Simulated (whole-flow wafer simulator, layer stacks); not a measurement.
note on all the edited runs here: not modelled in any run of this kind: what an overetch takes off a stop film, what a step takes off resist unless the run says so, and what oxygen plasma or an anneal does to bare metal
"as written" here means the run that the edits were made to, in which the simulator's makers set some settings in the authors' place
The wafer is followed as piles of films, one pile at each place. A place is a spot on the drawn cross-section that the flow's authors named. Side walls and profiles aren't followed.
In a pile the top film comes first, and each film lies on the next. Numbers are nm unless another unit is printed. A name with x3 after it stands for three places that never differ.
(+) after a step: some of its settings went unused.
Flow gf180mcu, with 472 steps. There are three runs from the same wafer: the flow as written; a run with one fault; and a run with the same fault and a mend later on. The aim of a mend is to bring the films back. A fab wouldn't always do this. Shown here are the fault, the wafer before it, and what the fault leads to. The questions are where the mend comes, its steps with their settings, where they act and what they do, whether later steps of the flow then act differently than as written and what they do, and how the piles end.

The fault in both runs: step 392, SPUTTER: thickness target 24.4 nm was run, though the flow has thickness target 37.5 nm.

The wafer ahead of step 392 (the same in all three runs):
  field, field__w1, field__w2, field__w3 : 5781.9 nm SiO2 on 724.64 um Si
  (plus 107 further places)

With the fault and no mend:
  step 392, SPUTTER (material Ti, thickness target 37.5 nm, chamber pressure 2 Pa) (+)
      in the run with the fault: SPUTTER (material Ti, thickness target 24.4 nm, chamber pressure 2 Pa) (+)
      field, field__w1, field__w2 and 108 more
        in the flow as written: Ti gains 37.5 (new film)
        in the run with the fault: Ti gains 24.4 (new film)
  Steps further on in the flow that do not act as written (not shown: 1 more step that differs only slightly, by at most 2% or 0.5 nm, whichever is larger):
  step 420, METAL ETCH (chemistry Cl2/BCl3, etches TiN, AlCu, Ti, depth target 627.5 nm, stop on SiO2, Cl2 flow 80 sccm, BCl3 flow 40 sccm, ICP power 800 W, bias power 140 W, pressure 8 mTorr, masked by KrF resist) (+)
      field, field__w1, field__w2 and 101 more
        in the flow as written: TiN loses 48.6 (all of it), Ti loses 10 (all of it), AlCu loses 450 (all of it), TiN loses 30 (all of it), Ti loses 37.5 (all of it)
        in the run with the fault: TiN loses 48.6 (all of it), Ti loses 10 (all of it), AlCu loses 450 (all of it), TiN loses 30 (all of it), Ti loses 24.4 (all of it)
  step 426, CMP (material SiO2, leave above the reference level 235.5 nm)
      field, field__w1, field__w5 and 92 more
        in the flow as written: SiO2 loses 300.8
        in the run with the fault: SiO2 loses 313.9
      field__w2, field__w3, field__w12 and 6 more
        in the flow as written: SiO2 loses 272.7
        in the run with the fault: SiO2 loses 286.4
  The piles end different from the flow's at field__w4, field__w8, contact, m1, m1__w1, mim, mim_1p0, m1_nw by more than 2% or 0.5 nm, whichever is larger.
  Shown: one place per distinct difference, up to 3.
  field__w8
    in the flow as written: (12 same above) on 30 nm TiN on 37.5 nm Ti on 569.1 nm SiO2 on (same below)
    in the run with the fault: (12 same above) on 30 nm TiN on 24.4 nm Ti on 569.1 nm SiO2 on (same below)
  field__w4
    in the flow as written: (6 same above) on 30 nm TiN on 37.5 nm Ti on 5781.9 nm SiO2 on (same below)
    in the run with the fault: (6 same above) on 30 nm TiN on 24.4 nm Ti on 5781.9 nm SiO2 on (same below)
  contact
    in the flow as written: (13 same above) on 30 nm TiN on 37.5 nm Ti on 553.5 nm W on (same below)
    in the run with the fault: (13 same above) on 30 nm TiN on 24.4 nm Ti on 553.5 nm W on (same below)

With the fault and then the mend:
  The mend stands after step 392.
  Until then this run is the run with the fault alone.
  step 392a, SPUTTER (material Ti, thickness target 13.1 nm, chamber pressure 2 Pa) (+) (the flow's step 392 again, with other settings)
      field, field__w1, field__w2 and 108 more
        Ti gains 13.1
  Every later step of the flow that is run acts as written at every place that is followed.
  By the end, the piles equal the flow's at every place that both follow.
